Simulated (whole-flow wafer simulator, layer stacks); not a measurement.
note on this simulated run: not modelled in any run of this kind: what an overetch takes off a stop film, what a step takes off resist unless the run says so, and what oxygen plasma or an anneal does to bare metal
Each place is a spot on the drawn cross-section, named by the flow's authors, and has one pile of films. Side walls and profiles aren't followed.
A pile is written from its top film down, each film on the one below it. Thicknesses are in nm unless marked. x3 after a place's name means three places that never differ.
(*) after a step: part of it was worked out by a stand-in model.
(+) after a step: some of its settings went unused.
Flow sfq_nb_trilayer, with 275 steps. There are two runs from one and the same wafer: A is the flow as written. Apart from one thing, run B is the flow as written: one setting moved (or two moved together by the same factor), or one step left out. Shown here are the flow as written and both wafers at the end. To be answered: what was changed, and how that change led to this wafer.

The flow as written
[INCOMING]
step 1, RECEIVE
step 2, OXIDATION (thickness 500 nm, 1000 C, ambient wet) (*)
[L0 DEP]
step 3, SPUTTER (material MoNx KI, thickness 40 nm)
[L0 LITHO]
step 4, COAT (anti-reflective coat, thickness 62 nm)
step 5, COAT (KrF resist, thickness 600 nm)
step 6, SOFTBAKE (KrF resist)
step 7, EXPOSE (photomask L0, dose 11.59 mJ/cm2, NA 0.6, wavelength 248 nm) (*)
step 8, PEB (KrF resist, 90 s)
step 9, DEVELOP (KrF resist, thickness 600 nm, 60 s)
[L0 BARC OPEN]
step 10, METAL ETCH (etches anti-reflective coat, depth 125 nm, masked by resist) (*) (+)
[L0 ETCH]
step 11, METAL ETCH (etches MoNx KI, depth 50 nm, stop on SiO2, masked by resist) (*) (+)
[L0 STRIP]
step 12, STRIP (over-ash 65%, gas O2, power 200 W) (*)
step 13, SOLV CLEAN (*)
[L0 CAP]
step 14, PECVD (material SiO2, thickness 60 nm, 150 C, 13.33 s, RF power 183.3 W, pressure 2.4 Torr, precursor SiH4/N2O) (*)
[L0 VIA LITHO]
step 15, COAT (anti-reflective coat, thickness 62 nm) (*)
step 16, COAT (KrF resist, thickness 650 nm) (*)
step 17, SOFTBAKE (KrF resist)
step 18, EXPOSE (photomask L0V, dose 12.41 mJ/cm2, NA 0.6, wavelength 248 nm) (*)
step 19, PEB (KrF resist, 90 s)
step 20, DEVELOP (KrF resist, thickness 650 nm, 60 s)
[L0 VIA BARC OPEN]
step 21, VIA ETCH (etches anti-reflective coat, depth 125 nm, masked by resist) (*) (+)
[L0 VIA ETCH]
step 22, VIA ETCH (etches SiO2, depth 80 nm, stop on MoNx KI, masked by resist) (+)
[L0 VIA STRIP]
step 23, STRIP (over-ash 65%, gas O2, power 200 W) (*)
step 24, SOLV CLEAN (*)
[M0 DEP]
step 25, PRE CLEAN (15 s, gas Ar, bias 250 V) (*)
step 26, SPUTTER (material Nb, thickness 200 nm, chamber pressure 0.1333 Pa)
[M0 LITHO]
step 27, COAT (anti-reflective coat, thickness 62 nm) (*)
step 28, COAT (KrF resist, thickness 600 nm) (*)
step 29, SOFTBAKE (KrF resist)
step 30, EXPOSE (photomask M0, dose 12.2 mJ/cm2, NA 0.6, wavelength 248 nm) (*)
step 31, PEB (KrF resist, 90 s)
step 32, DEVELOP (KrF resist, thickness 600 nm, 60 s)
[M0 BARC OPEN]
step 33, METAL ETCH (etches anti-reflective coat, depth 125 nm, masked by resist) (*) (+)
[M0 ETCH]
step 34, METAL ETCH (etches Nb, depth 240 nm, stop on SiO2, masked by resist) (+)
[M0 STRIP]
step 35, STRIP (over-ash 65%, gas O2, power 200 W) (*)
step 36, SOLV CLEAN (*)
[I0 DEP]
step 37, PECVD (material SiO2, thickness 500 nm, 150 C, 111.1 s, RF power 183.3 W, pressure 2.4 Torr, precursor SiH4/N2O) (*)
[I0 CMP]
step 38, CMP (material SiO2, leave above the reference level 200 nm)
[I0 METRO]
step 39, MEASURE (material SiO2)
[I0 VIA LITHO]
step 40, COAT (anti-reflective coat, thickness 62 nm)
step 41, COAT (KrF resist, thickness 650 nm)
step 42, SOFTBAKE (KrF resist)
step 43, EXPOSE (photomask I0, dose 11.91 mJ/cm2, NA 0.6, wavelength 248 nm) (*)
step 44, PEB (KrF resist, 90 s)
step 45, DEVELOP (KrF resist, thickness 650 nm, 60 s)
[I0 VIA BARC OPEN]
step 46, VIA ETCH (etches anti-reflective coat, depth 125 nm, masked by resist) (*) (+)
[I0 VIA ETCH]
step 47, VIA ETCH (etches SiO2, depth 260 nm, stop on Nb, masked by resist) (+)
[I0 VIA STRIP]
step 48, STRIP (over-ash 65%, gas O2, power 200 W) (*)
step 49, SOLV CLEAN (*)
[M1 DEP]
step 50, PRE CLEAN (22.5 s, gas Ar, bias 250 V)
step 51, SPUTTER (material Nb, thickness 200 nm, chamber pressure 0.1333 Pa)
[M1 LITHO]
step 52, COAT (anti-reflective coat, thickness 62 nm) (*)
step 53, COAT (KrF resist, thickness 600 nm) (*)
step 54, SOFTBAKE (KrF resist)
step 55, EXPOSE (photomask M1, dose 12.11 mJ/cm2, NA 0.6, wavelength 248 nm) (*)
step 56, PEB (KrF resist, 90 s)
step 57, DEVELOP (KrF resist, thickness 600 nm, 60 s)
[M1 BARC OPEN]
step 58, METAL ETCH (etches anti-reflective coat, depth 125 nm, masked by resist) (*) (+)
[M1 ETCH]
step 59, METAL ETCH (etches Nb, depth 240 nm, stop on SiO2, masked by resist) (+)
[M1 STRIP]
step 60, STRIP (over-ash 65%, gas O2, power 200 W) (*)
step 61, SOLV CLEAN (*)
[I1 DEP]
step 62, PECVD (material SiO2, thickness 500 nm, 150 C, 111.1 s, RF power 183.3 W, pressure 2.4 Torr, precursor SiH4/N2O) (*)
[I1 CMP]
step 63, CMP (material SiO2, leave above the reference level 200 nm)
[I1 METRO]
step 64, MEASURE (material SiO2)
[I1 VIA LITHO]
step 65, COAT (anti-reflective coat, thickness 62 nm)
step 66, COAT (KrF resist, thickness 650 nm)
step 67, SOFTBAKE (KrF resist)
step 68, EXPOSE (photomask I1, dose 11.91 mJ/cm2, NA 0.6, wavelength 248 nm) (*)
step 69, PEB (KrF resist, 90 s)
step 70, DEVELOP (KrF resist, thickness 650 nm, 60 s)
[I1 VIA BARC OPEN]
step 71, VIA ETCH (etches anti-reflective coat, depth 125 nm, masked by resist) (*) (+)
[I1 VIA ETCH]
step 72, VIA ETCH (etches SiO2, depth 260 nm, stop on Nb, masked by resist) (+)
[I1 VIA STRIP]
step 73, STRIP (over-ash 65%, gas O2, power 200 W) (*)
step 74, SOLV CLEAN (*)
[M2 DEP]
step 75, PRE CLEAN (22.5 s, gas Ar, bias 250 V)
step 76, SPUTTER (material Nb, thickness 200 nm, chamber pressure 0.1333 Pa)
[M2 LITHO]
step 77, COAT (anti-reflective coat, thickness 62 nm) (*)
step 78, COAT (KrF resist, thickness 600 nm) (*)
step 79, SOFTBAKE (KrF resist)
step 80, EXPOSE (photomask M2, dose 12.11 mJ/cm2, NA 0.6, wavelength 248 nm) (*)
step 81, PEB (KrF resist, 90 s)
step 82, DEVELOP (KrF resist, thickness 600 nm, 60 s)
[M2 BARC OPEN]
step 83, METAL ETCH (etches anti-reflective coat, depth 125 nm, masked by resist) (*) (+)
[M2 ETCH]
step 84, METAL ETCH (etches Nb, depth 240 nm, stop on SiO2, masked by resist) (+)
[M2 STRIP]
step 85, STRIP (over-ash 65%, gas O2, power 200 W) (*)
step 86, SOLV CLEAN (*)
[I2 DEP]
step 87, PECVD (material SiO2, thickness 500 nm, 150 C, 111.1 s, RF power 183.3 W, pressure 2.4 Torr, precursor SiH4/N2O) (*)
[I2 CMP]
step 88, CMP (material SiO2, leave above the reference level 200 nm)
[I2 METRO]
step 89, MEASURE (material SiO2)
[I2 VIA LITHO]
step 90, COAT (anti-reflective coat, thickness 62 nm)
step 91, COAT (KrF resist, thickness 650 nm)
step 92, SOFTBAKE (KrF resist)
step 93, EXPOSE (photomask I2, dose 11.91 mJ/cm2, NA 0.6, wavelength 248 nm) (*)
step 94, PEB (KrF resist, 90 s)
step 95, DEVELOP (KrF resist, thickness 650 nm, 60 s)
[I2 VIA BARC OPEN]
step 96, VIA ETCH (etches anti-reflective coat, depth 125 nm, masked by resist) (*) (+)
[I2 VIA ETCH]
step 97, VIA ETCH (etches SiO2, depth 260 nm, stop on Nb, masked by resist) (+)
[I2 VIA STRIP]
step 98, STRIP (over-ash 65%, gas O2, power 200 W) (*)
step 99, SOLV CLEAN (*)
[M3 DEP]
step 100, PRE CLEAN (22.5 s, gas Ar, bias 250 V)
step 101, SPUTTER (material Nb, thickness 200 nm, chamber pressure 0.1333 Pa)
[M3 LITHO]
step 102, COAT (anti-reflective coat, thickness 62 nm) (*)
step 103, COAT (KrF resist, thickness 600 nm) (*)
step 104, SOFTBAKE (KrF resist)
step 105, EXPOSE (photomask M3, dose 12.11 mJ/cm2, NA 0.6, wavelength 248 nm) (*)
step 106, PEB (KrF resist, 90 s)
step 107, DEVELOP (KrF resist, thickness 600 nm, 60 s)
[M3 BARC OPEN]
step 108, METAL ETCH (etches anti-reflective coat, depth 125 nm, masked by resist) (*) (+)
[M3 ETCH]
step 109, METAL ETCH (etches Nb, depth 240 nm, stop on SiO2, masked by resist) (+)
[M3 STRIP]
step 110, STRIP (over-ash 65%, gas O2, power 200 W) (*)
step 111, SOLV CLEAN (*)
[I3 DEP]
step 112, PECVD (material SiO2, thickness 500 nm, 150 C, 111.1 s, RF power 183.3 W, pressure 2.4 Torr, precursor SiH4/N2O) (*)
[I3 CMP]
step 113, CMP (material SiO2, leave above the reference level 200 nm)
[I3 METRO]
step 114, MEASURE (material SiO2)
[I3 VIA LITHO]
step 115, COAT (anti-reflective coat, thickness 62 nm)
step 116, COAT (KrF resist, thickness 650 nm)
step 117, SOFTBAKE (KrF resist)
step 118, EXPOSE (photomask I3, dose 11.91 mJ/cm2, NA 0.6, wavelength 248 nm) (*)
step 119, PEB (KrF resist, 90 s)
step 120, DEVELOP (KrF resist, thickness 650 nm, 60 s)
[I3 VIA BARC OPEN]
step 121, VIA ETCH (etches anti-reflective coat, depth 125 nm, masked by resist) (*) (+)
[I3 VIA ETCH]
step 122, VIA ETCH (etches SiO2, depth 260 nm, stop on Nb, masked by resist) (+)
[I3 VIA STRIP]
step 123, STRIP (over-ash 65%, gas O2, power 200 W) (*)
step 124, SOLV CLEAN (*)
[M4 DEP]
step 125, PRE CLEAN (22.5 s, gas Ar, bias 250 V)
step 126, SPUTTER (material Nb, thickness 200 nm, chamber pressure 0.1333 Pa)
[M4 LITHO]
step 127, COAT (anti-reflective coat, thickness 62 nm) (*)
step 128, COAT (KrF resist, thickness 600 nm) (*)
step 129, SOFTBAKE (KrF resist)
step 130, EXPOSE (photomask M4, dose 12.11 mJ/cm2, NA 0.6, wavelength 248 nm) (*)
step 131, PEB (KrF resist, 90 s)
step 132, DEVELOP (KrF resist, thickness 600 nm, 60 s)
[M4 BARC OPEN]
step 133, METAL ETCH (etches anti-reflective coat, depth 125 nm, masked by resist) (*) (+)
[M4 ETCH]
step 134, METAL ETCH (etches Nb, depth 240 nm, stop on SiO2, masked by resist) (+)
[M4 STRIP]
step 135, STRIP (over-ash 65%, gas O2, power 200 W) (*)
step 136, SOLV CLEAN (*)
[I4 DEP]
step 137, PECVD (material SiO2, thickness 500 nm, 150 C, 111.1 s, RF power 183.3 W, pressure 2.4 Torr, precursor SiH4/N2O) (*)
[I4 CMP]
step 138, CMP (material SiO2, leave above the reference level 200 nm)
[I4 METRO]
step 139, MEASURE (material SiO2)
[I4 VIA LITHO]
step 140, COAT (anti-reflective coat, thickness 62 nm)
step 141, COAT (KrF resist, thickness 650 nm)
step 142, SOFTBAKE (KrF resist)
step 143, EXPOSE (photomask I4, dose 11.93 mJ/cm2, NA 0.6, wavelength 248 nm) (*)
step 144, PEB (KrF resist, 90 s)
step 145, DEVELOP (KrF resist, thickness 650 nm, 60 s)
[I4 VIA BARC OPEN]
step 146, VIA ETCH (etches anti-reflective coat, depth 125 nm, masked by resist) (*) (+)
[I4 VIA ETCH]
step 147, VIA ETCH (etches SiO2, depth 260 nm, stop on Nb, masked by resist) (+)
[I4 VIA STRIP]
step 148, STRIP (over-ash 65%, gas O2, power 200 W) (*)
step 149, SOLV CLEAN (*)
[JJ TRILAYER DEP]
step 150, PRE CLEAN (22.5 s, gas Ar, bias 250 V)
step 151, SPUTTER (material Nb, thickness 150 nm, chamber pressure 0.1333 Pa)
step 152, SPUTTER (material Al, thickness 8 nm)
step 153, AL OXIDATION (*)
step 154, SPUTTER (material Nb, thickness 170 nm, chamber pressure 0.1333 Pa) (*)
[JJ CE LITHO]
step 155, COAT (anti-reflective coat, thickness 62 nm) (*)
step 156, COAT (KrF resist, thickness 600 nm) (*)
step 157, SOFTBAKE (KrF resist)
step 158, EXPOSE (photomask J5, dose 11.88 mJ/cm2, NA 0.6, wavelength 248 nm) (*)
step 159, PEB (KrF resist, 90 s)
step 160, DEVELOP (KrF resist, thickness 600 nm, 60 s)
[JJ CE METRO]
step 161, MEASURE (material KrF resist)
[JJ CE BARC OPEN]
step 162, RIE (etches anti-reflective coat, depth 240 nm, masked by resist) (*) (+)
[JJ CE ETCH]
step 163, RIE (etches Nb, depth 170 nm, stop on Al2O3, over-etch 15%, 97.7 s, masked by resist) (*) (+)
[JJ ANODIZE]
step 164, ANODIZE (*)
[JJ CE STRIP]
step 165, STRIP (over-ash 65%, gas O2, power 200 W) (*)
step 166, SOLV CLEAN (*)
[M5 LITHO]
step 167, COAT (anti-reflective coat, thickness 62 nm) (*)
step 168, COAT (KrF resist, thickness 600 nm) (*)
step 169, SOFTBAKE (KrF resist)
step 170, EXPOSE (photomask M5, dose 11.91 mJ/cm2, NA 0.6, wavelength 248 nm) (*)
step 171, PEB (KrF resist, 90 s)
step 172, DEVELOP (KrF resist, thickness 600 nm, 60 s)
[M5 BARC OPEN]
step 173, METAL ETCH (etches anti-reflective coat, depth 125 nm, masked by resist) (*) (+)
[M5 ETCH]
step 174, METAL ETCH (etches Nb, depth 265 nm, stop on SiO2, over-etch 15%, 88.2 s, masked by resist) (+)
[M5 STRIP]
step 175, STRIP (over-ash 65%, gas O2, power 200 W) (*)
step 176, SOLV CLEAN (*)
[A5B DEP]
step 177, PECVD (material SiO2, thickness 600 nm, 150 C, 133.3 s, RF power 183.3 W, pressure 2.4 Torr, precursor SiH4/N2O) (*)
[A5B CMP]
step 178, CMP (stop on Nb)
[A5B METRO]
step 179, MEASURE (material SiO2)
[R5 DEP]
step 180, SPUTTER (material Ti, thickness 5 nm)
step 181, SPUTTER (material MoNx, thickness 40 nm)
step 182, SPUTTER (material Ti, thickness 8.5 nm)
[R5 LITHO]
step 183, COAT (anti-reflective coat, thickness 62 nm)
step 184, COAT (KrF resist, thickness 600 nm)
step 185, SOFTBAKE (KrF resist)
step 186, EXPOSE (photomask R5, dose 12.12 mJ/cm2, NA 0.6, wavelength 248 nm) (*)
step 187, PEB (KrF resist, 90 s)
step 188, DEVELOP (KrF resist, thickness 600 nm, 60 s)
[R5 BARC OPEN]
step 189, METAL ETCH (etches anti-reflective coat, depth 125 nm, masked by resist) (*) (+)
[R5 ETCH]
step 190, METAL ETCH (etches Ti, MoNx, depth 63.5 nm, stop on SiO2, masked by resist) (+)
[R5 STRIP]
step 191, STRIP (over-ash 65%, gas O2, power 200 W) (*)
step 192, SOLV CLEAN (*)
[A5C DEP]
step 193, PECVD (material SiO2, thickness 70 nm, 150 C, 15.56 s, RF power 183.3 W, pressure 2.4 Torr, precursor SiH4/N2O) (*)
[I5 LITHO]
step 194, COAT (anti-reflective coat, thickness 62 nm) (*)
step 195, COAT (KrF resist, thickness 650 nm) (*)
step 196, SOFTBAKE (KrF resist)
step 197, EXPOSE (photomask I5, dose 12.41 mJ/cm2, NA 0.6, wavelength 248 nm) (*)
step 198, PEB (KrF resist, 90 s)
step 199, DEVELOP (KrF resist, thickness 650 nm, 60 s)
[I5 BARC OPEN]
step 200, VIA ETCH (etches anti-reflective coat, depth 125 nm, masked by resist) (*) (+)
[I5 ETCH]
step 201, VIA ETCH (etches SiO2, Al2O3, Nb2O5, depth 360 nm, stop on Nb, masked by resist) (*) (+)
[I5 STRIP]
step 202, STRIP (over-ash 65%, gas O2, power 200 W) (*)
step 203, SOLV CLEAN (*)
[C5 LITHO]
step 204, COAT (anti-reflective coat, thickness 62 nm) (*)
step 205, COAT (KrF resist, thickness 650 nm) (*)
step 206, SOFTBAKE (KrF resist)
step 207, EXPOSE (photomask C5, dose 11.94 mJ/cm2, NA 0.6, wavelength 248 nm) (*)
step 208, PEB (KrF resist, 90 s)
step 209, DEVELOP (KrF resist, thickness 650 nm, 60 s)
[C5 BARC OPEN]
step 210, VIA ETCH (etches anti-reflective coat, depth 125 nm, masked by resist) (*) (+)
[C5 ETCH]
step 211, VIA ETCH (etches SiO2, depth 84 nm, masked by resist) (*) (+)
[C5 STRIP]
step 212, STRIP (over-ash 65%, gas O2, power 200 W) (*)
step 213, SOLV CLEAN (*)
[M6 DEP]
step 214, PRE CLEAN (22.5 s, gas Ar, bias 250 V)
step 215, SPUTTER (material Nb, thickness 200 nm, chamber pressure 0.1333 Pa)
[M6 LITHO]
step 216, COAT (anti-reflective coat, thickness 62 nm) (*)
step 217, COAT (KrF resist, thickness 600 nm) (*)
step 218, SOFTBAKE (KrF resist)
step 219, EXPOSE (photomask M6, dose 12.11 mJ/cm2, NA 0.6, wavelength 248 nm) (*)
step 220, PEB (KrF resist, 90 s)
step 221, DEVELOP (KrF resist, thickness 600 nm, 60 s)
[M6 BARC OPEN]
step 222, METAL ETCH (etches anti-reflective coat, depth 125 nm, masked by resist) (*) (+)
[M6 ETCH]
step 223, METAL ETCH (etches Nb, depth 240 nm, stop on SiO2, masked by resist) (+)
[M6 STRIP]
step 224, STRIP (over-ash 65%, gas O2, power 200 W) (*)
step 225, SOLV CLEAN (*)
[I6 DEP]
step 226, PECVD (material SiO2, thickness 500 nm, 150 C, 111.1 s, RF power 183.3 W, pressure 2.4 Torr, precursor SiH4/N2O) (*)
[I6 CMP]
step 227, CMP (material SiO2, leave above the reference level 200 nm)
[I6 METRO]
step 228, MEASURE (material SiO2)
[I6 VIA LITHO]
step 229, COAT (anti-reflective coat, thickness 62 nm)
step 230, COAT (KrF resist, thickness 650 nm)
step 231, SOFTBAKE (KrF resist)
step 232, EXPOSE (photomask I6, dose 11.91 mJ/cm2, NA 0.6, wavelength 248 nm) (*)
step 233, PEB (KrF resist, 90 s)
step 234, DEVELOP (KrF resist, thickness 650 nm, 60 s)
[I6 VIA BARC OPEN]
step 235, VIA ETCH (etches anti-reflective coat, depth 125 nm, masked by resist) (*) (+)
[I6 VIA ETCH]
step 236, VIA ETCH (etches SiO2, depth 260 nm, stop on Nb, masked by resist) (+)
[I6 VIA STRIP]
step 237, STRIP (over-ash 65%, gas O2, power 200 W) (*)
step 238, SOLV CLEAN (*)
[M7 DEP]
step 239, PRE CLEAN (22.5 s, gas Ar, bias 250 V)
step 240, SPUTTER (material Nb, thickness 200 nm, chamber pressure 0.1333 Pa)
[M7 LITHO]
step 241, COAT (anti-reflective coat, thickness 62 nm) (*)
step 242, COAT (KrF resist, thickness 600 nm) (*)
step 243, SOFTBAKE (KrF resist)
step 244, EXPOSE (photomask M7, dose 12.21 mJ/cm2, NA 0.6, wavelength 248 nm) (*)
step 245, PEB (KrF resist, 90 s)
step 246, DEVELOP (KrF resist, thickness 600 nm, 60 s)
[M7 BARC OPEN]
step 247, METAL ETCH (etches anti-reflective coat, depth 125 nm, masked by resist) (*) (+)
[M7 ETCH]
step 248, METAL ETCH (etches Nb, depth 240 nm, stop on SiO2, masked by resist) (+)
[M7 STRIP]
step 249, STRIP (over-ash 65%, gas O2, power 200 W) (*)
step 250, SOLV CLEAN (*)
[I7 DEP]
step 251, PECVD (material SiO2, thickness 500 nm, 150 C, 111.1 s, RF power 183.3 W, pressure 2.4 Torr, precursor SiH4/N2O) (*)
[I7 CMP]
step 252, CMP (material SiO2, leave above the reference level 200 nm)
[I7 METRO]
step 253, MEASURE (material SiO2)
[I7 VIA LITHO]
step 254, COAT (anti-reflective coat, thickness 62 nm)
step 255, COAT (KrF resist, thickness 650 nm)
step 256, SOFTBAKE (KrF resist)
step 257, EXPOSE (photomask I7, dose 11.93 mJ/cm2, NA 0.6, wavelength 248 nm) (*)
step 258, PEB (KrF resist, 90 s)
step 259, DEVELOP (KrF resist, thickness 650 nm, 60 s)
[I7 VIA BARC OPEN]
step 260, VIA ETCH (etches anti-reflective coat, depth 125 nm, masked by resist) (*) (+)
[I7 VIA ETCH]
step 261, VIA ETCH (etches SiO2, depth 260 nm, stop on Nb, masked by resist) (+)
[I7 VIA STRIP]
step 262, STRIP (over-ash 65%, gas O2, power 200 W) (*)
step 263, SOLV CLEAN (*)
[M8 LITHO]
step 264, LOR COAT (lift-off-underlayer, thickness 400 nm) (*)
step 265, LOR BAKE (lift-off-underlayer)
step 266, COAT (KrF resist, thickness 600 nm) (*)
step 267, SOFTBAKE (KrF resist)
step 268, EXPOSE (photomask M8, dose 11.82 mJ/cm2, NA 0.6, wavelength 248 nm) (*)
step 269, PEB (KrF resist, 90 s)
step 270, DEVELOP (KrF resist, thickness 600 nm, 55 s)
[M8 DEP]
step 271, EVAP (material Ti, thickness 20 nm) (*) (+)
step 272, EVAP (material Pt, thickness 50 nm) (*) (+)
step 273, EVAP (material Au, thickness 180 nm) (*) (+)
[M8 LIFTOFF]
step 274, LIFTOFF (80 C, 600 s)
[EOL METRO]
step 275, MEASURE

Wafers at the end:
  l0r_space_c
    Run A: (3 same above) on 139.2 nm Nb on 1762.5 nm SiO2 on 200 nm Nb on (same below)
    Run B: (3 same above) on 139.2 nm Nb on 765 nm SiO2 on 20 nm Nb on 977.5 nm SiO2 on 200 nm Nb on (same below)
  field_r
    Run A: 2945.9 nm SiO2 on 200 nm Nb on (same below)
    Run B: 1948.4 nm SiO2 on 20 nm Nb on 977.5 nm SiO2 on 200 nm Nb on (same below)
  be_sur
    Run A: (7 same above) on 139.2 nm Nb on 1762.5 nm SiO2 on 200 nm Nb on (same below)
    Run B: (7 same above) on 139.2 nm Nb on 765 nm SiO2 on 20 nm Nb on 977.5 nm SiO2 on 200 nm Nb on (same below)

The reason: step 109, METAL ETCH: depth 180 nm was run, whereas the flow has depth 240 nm.

How this came from the change, step by step:
  step 109, METAL ETCH (etches Nb, depth 240 nm, stop on SiO2, masked by resist) (+)
      field_l, be, be_sur and 72 more: A Nb loses 200 (all of it) | B Nb loses 180
      v_sur, via_wl, via_w and 28 more: A KrF resist loses 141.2 | B KrF resist loses 105.9
  step 110, STRIP (over-ash 65%, gas O2, power 200 W) (*)
      p4_w1, p4_w2, p4_w3 and 21 more: A KrF resist loses 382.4 (all of it), anti-reflective coat loses 62 (all of it) | B KrF resist loses 417.7 (all of it), anti-reflective coat loses 62 (all of it)
      via_wl, via_wr: A KrF resist loses 384.2 (all of it), anti-reflective coat loses 34.2 (all of it) | B KrF resist loses 419.5 (all of it), anti-reflective coat loses 34.2 (all of it)
      (as well as at 5 more places)
  step 112, PECVD (material SiO2, thickness 500 nm, 150 C, 111.1 s, RF power 183.3 W, pressure 2.4 Torr, precursor SiH4/N2O) (*)
      field_l, be, be_sur and 64 more: A SiO2 gains 500 | B SiO2 gains 500 (new film)
      p4_g1, p4_g2, p3_s0, p3_s1, p3_s2, p3_s3, p3_s4, p3_s5: A SiO2 gains 557.1 | B SiO2 gains 537.1 (new film)
  step 113, CMP (material SiO2, leave above the reference level 200 nm)
      field_l, be, be_sur and 64 more: A SiO2 loses 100 | B SiO2 loses 120
Taking metal films that touch as one body, l0r_space_c has 3 bodies (between them, from the top down: SiO2 765; SiO2 977.5); the flow as written gives 2 bodies (between them, from the top down: SiO2 1762.5).
Taking metal films that touch as one body, field_r has 2 bodies (between them, from the top down: SiO2 977.5); the flow as written gives 1 body.
Taking metal films that touch as one body, be_sur has 5 bodies (between them, from the top down: SiO2 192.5; SiO2 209 / Al2O3 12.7 / Nb2O5 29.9; SiO2 765; SiO2 977.5); the flow as written gives 4 bodies (between them, from the top down: SiO2 192.5; SiO2 209 / Al2O3 12.7 / Nb2O5 29.9; SiO2 1762.5).
